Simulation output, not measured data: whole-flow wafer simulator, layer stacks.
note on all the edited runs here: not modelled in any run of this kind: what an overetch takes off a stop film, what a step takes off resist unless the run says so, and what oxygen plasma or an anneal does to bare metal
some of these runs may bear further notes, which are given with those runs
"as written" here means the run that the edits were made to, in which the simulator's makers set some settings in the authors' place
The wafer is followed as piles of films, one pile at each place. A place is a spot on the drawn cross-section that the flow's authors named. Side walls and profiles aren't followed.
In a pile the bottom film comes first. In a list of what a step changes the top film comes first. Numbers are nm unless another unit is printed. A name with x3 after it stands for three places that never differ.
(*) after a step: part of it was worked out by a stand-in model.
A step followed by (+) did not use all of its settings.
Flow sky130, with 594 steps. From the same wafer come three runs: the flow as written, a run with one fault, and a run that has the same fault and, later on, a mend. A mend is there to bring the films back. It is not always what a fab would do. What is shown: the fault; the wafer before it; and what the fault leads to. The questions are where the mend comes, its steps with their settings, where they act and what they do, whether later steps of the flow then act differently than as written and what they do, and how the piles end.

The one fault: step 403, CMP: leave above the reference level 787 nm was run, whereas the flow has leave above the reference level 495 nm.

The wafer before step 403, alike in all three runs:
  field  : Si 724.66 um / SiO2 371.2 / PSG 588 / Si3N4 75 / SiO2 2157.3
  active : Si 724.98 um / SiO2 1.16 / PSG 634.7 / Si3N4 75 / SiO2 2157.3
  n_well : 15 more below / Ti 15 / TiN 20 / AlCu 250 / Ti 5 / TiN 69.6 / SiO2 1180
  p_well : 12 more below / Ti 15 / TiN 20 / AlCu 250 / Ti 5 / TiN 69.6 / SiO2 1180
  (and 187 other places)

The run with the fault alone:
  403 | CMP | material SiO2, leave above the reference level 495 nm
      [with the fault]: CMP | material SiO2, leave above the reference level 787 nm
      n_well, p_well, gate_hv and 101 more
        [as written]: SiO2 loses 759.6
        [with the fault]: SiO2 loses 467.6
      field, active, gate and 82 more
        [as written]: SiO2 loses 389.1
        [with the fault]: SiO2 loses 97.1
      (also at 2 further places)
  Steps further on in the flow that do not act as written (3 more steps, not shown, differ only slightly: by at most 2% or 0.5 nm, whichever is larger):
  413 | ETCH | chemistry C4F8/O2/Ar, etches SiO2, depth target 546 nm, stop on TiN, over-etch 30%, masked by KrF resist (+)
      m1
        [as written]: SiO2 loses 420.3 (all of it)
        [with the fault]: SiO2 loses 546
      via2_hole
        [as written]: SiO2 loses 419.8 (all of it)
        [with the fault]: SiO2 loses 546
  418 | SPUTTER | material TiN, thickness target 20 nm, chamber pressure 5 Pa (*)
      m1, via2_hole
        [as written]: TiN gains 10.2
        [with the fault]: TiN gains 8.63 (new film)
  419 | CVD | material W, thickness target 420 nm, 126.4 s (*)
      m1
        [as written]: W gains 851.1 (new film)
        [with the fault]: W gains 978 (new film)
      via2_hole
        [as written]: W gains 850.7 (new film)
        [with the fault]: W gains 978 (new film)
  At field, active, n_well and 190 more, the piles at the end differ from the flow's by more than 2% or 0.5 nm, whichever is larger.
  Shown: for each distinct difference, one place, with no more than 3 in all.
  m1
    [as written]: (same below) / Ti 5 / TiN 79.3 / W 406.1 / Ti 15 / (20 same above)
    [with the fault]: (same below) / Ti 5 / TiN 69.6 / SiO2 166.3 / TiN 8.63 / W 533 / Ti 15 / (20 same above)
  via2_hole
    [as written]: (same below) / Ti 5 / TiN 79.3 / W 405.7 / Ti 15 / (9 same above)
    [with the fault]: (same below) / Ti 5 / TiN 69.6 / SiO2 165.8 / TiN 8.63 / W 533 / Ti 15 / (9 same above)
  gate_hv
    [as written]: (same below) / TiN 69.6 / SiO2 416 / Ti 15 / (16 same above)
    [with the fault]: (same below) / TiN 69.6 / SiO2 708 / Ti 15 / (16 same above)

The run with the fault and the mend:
  The mend follows step 403.
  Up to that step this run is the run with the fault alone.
  403a | CMP | material SiO2, leave above the reference level 495 nm (the flow's step 403 again)
      field, active, n_well and 188 more
        SiO2 loses 292
  Later steps of the flow that are run all act as written at every place that is followed.
  At every place that both follow, the piles at the end match the flow's.
